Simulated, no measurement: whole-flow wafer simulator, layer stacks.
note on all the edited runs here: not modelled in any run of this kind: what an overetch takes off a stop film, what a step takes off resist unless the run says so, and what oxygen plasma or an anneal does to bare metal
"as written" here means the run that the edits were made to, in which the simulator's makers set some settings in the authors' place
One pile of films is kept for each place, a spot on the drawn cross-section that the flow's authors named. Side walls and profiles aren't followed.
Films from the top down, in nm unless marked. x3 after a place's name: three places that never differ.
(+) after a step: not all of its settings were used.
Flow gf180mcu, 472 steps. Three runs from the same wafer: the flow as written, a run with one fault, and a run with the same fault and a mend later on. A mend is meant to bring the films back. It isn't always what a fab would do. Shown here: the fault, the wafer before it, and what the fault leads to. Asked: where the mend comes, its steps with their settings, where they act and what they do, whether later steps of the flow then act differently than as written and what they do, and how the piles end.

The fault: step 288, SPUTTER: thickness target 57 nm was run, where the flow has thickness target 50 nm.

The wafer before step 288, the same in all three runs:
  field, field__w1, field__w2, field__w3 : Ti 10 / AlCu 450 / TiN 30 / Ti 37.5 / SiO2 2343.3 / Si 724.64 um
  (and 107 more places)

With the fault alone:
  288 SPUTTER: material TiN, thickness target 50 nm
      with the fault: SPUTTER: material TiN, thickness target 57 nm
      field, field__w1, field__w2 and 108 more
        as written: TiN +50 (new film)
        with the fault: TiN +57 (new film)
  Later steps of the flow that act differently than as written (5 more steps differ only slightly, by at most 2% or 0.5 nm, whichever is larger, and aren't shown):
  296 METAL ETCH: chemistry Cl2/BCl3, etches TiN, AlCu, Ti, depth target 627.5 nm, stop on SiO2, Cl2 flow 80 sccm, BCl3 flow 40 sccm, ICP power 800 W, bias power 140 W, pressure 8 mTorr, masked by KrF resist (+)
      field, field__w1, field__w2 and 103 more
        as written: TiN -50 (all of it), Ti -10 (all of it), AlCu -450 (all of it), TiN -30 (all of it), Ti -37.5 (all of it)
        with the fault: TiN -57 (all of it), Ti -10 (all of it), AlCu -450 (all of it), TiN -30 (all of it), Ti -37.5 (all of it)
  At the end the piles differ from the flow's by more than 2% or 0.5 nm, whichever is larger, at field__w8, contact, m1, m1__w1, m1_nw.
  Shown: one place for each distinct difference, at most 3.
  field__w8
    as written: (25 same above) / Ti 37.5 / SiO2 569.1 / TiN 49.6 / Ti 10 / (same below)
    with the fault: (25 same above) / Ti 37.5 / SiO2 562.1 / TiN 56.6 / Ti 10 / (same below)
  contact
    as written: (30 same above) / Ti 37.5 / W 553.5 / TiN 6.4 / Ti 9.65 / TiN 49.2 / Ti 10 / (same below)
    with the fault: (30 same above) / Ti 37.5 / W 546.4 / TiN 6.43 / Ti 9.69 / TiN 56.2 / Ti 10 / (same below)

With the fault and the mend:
  The mend comes after step 288.
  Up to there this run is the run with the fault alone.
  288a METAL ETCH: chemistry Cl2/BCl3, etches TiN, AlCu, Ti, depth target 7 nm, Cl2 flow 80 sccm, BCl3 flow 40 sccm, ICP power 800 W, bias power 140 W, pressure 8 mTorr (the flow's step 260 once more, with other settings)
      field, field__w1, field__w2 and 108 more
        TiN -7
  No later step of the flow acts differently than as written at any place that is followed.
  At the end the piles are the same as the flow's at every place that both follow.
